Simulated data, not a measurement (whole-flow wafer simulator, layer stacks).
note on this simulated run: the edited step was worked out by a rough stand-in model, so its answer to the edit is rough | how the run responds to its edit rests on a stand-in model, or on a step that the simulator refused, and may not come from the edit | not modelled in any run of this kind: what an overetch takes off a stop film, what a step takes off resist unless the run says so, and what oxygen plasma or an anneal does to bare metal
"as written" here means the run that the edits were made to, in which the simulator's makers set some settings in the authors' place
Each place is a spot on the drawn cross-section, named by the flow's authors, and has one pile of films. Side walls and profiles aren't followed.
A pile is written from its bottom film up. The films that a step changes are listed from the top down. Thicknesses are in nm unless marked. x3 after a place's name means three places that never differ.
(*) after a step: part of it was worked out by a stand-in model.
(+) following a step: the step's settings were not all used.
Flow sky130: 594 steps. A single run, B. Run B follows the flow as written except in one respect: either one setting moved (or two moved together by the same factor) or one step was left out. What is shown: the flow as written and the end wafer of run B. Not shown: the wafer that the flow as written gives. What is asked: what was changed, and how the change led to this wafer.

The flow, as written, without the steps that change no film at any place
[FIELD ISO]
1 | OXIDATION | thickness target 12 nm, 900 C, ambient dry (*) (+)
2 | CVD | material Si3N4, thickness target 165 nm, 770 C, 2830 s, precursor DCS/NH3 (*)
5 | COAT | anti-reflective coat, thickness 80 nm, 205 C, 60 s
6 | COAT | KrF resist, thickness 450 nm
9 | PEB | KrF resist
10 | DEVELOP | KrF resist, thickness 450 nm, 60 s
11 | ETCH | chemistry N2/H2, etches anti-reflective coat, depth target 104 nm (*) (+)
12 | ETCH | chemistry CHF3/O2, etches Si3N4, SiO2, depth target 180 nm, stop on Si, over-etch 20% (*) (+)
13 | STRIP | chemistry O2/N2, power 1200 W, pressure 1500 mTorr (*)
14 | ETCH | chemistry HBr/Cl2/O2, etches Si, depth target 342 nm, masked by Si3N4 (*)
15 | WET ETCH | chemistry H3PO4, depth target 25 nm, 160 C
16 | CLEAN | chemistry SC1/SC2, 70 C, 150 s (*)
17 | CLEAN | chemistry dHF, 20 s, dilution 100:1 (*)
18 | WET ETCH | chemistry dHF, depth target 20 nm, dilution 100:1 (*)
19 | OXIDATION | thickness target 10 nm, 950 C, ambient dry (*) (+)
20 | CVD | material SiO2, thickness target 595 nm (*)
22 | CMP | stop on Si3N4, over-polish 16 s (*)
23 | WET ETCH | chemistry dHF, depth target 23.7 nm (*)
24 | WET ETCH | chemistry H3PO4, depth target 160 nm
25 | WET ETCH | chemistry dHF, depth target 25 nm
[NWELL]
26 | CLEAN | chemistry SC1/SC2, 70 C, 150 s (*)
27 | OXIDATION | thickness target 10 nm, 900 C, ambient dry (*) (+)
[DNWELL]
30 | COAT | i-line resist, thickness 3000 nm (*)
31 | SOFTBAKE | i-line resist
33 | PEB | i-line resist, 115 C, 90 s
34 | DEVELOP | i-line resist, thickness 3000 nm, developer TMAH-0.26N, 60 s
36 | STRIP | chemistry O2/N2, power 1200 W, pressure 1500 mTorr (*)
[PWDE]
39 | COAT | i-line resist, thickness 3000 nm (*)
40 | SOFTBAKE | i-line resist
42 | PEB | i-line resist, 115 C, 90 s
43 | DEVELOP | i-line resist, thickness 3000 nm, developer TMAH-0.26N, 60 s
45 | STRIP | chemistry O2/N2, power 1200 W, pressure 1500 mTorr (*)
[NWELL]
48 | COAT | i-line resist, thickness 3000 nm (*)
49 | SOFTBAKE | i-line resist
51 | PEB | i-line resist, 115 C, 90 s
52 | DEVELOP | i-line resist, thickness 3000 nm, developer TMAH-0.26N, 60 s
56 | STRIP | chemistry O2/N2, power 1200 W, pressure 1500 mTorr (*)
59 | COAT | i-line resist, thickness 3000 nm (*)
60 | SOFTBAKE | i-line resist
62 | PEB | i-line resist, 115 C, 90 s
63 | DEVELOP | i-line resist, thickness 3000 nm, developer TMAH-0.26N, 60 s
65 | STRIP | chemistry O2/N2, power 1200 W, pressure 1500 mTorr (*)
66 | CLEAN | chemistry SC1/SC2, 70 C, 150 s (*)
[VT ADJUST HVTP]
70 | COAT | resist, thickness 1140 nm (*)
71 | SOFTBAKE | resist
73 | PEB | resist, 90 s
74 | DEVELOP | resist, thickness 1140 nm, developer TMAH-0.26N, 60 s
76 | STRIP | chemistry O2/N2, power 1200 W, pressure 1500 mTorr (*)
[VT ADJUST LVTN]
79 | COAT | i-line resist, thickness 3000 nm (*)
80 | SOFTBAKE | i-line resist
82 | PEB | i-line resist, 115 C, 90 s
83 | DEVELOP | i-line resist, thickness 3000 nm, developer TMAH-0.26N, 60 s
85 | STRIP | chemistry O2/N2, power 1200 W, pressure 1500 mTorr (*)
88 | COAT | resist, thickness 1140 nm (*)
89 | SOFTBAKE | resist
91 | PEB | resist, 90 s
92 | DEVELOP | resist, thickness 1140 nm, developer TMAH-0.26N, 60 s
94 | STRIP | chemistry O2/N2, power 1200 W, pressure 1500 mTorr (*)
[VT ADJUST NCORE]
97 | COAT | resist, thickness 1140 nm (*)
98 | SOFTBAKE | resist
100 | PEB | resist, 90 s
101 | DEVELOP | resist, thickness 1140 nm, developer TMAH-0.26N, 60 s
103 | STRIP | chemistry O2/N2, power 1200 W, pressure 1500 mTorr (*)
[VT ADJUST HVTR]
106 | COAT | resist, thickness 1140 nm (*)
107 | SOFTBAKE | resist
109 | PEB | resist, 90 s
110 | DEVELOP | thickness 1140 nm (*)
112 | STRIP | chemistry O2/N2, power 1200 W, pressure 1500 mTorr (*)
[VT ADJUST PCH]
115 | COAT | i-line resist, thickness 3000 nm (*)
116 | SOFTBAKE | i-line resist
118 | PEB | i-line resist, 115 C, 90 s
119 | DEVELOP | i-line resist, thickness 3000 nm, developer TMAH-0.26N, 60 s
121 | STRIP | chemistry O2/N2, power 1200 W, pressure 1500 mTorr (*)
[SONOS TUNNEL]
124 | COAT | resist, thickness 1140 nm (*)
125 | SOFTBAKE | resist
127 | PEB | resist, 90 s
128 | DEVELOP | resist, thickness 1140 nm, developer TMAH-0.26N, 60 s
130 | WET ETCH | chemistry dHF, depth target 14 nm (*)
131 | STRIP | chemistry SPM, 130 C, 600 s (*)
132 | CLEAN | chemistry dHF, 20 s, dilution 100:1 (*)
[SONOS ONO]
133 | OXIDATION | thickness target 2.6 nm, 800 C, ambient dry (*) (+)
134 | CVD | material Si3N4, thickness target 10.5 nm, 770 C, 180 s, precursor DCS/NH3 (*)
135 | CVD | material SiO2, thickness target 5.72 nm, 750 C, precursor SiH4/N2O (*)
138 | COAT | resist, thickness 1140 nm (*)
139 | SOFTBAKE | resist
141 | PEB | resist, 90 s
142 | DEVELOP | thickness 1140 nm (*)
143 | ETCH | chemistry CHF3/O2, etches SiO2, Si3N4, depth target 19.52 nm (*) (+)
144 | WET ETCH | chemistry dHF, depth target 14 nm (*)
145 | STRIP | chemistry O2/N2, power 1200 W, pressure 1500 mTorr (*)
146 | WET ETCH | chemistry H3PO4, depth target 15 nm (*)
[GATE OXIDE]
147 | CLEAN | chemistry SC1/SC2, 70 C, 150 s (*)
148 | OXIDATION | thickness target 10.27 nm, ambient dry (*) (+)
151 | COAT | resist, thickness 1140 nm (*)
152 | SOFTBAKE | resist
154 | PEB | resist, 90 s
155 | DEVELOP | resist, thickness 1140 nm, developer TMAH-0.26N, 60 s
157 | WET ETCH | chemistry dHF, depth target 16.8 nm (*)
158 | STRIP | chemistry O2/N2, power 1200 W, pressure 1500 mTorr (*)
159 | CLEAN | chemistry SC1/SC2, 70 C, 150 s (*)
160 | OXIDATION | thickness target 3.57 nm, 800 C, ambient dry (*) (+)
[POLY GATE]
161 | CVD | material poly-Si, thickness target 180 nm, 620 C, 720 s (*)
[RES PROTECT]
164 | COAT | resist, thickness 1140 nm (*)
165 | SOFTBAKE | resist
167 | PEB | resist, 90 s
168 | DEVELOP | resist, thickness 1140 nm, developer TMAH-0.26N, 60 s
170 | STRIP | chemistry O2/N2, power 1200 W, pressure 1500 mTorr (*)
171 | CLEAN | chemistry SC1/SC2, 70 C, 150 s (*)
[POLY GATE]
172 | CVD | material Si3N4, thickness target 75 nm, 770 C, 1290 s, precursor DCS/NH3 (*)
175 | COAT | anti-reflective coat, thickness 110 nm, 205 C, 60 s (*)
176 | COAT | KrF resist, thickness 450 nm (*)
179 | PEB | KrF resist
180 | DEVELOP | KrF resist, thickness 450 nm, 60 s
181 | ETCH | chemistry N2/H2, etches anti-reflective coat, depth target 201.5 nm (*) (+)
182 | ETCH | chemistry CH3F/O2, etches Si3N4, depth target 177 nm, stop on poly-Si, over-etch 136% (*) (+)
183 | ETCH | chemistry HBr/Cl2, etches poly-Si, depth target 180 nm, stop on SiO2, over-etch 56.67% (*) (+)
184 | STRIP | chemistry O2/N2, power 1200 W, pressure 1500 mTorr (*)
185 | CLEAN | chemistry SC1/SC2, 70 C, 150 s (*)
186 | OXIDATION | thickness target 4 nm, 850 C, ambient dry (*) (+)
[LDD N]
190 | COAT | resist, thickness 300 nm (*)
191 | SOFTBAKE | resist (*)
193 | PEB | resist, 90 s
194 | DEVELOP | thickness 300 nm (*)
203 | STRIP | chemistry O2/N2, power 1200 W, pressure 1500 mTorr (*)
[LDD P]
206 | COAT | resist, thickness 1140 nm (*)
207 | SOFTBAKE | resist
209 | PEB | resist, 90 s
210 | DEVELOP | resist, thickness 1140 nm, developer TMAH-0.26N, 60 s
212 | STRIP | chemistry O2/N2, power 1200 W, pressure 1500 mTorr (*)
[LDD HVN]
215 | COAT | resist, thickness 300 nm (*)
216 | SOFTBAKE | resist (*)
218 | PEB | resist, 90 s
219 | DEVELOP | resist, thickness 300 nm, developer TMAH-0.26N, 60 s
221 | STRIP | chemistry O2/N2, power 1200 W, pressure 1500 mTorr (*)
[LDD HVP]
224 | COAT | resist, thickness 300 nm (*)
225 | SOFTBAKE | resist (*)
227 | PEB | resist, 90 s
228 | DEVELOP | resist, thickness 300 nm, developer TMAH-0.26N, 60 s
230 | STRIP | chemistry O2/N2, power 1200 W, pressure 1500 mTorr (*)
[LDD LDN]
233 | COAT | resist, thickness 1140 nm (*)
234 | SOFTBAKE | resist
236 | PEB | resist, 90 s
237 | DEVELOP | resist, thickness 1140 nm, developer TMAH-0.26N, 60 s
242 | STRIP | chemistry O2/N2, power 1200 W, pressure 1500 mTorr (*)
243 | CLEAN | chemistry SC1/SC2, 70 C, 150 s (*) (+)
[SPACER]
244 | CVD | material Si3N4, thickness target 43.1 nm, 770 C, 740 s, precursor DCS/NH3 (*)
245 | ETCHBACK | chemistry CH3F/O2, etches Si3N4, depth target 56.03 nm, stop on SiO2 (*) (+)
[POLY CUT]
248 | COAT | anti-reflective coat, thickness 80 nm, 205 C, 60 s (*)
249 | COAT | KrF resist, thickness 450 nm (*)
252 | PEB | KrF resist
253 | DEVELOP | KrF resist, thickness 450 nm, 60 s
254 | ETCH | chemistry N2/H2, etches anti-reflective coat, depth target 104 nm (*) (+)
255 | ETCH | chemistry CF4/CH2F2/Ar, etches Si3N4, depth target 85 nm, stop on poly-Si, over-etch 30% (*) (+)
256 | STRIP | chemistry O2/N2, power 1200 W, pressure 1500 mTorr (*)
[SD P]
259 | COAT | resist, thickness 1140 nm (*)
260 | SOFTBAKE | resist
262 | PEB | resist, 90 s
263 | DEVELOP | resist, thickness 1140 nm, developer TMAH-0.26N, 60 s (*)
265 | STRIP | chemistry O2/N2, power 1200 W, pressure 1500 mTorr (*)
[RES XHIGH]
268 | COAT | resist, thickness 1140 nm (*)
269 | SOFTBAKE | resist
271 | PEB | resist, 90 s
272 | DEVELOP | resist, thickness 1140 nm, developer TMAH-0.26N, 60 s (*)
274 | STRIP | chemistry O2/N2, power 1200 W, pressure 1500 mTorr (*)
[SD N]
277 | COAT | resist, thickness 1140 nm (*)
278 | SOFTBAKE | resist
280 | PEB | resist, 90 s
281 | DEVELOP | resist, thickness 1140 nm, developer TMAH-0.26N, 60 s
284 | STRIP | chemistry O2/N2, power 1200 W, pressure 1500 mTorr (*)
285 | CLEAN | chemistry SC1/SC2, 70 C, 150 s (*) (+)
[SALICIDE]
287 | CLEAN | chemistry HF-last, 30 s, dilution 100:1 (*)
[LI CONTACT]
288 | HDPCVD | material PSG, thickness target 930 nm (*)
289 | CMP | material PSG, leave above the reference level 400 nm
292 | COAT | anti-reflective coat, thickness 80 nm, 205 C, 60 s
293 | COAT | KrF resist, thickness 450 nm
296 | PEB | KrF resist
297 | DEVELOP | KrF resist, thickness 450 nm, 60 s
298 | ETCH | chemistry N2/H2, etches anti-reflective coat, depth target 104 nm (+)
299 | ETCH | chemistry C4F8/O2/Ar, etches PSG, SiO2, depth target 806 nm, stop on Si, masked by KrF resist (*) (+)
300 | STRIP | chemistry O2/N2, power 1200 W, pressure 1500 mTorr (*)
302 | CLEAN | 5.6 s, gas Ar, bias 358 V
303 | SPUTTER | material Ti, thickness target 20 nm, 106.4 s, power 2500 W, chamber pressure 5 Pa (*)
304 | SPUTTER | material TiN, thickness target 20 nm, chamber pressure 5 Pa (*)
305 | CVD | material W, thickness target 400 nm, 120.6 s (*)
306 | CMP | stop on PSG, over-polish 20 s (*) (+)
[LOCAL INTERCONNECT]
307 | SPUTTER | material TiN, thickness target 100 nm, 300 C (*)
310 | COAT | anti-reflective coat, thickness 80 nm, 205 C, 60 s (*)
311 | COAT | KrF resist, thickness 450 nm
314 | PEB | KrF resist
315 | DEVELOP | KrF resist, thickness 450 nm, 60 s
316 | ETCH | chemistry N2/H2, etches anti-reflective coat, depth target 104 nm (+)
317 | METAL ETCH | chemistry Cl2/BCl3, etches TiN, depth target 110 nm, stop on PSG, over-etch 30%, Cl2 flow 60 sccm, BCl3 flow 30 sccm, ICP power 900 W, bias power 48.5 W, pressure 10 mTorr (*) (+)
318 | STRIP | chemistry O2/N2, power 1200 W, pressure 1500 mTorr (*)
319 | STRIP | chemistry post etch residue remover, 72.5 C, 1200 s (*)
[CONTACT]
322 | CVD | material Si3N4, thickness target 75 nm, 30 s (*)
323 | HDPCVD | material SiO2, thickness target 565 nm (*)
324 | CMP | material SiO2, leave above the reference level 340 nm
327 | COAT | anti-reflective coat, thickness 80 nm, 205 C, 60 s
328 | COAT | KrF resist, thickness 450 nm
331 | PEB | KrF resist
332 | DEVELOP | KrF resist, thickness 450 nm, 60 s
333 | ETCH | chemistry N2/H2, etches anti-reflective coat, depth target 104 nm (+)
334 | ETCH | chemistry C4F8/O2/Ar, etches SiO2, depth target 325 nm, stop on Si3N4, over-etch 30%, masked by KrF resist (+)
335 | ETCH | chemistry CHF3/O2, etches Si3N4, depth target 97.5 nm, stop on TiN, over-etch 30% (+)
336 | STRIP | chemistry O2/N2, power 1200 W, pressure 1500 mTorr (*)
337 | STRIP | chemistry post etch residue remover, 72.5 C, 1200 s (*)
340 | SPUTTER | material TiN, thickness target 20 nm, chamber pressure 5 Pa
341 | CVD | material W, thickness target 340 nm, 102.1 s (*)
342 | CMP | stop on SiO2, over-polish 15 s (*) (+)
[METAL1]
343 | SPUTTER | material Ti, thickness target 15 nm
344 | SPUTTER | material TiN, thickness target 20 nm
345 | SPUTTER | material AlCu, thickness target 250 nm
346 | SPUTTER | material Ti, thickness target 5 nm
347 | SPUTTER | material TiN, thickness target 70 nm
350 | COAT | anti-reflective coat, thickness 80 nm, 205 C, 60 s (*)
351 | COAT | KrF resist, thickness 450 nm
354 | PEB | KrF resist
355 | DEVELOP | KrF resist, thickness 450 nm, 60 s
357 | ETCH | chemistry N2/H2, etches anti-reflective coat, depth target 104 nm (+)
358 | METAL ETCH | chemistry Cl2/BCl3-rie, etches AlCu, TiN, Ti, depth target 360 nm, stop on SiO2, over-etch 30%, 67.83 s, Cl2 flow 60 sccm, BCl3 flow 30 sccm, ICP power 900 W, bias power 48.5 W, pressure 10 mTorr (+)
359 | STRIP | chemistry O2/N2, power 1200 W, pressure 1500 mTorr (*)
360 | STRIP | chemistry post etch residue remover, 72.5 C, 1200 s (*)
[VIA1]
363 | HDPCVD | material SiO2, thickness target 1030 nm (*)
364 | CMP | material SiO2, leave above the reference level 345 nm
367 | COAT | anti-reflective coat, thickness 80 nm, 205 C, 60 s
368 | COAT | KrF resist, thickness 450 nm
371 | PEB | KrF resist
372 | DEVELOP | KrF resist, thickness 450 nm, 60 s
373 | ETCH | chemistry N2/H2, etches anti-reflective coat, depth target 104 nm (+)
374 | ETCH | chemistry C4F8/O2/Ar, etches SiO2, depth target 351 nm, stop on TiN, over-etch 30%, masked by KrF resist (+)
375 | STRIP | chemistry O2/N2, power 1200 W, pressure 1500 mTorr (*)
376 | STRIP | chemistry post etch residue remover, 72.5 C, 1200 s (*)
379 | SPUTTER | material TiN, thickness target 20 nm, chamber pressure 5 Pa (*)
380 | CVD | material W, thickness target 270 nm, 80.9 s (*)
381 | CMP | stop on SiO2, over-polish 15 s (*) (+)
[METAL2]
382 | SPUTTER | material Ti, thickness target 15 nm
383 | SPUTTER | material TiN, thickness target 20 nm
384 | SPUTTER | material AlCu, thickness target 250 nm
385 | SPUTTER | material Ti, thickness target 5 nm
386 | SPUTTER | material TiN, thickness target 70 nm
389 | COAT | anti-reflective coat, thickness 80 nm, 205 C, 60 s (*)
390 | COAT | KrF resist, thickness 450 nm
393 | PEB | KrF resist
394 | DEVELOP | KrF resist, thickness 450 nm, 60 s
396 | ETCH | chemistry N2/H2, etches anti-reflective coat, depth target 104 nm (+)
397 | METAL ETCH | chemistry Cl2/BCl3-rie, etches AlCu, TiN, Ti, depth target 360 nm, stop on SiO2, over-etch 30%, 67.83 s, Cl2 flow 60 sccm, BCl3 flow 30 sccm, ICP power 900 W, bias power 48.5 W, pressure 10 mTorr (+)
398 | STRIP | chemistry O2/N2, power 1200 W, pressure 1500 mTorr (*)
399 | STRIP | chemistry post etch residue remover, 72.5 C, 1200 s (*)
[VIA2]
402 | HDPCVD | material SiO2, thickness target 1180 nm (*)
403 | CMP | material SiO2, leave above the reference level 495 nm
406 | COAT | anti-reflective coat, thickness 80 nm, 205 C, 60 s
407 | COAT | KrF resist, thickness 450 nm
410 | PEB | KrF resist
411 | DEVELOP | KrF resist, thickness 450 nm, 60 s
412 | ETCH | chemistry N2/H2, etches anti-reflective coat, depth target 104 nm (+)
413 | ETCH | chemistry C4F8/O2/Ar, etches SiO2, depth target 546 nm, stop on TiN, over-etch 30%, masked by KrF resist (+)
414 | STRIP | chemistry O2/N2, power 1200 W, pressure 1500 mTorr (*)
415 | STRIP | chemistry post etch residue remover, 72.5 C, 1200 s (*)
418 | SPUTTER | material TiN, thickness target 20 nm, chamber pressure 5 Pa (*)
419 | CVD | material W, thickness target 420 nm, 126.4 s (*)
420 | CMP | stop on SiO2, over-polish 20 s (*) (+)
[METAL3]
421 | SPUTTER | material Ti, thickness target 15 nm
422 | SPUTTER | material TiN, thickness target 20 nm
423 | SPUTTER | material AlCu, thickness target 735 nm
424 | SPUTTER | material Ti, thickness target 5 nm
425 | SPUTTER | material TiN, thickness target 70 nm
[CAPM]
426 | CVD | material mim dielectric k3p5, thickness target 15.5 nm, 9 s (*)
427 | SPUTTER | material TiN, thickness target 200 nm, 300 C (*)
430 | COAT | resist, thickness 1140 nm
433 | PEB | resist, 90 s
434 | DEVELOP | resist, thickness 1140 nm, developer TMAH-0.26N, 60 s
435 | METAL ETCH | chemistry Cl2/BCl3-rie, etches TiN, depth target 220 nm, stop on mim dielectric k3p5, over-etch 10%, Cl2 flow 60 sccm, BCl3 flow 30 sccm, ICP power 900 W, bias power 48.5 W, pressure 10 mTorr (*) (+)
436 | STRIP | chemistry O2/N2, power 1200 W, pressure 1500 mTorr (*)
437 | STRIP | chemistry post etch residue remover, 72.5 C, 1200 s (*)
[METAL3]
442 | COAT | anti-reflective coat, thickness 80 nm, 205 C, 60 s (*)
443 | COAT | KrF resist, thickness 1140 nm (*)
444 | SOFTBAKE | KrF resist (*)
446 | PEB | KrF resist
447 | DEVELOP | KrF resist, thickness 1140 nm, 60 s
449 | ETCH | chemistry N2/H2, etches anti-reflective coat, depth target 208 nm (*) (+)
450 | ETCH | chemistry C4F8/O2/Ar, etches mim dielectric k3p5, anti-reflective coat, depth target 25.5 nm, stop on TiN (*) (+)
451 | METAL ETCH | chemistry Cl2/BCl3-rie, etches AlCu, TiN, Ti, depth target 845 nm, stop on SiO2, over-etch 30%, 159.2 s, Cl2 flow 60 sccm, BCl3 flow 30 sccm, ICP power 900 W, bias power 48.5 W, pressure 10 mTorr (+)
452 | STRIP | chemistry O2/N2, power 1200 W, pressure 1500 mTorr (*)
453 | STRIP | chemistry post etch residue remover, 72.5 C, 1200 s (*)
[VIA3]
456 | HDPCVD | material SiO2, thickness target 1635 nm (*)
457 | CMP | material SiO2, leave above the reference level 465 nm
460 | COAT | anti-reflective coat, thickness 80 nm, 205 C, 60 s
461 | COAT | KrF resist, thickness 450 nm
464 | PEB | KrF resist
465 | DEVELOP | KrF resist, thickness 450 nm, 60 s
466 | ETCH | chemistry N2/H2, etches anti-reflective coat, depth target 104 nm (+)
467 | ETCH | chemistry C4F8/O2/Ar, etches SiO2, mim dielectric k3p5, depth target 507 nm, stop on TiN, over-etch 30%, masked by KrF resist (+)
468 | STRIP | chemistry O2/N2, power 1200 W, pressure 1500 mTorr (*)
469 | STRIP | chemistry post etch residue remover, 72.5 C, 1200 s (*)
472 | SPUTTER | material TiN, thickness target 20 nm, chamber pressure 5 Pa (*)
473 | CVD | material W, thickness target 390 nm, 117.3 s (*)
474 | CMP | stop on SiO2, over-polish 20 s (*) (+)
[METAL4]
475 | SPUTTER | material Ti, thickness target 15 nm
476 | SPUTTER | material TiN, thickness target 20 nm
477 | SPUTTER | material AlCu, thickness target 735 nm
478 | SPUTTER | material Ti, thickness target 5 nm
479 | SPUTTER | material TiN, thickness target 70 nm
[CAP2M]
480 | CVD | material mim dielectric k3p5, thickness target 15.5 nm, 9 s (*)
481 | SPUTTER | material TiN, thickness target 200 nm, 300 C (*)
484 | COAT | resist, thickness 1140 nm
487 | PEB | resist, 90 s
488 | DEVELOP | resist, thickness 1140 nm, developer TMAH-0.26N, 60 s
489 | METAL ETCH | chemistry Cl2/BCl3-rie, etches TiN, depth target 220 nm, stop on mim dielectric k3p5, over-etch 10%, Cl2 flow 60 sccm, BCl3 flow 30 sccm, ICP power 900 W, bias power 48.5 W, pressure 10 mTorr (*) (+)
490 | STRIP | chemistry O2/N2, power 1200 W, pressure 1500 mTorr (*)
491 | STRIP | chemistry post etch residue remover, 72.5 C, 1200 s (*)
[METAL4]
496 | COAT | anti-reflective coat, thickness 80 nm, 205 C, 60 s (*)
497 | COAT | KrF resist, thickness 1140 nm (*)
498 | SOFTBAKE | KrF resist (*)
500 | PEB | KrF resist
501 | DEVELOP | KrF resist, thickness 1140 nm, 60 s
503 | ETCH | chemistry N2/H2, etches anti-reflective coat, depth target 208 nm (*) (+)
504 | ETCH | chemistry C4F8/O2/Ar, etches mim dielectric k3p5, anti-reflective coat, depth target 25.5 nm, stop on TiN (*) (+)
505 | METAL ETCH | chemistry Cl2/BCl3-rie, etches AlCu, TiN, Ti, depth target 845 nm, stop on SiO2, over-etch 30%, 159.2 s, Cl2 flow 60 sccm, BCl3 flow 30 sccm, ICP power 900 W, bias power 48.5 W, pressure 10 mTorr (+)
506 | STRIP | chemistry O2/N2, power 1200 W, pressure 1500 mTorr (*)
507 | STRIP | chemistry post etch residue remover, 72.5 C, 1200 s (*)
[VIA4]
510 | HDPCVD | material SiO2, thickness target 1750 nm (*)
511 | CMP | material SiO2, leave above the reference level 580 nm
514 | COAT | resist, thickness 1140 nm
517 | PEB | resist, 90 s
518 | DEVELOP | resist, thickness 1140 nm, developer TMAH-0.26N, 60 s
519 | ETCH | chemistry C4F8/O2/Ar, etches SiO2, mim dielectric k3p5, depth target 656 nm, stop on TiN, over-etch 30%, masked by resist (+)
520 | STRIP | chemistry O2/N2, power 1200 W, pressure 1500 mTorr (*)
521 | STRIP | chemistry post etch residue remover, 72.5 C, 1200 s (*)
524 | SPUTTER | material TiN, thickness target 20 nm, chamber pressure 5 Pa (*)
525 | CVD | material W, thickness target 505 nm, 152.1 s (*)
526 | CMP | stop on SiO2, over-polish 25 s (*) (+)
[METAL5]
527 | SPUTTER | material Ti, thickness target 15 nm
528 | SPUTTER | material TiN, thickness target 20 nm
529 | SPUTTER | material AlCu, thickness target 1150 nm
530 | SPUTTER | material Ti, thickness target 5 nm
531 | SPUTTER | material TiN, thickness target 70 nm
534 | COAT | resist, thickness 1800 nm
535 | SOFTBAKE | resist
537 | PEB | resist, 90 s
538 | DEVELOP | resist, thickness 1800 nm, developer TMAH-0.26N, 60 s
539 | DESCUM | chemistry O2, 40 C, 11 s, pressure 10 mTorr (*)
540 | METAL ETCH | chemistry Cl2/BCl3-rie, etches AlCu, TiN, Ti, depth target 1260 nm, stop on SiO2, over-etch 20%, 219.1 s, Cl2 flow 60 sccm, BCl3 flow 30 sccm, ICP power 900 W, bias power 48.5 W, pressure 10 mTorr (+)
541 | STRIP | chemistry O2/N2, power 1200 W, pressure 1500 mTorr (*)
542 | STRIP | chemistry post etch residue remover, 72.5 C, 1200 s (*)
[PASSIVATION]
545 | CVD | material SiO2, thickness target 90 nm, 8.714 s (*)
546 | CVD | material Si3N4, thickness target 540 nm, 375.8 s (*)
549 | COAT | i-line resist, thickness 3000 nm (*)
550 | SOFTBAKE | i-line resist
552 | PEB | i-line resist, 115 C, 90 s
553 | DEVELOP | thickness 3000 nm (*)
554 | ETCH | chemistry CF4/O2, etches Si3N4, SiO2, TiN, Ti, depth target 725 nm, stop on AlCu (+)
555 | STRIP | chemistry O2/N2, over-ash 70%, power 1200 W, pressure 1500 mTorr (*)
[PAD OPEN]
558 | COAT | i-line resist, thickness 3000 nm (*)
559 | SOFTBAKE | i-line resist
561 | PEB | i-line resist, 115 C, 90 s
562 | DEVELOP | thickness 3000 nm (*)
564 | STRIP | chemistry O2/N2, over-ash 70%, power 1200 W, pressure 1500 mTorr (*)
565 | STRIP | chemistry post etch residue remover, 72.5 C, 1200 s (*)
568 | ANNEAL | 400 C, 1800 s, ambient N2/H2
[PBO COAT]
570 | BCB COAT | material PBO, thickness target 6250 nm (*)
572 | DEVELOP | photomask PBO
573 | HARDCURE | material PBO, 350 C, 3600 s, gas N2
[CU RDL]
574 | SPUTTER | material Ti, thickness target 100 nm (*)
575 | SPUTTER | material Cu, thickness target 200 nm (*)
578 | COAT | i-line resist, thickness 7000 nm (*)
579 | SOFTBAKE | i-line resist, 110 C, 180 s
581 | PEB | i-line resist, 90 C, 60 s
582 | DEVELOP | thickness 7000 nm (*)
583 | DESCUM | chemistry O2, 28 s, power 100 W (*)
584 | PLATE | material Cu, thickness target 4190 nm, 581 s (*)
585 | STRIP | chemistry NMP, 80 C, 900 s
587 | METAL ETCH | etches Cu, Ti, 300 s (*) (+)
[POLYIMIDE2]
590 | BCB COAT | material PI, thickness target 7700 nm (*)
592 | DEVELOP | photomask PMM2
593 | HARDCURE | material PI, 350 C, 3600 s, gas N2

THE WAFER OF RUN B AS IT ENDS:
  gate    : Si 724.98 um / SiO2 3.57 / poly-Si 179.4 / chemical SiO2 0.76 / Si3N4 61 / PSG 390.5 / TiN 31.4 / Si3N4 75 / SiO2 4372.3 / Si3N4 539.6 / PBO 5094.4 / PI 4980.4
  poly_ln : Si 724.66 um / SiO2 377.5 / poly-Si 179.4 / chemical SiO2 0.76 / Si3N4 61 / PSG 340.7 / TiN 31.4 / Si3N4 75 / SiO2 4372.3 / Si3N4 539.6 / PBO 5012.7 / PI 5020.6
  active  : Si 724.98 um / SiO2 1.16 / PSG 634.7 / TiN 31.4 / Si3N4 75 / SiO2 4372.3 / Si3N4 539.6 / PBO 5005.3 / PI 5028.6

The reason: step 317, METAL ETCH: depth target 66.8 nm was run, while the flow as written has depth target 110 nm.

How this came from the change, step by step:
  317 | METAL ETCH | chemistry Cl2/BCl3, etches TiN, depth target 110 nm, stop on PSG, over-etch 30%, Cl2 flow 60 sccm, BCl3 flow 30 sccm, ICP power 900 W, bias power 48.5 W, pressure 10 mTorr (*) (+)
      field, active, gate and 88 more: -66.8 TiN (it would be, as written: -98.7 TiN (all of it))
      n_well, p_well, gate_hv and 97 more: -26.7 KrF resist (it would be, as written: -44 KrF resist)
  318 | STRIP | chemistry O2/N2, power 1200 W, pressure 1500 mTorr (*)
      n_well, p_well, gate_hv and 93 more: -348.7 KrF resist (all of it), -80 anti-reflective coat (all of it) (it would be, as written: -331.4 KrF resist (all of it), -80 anti-reflective coat (all of it))
      poly_licon, rpo_hd_licon: -348.8 KrF resist (all of it), -80.4 anti-reflective coat (all of it) (it would be, as written: -331.5 KrF resist (all of it), -80.4 anti-reflective coat (all of it))
      (also at 2 further places)
  324 | CMP | material SiO2, leave above the reference level 340 nm
      field, active, gate and 88 more: -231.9 SiO2 (it would be, as written: -200.4 SiO2)
Taking metal films that touch as one body, gate has 1 body; the flow as written gives 0 bodies.
Taking metal films that touch as one body, poly_ln has 1 body; the flow as written gives 0 bodies.
Taking metal films that touch as one body, active has 1 body; the flow as written gives 0 bodies.
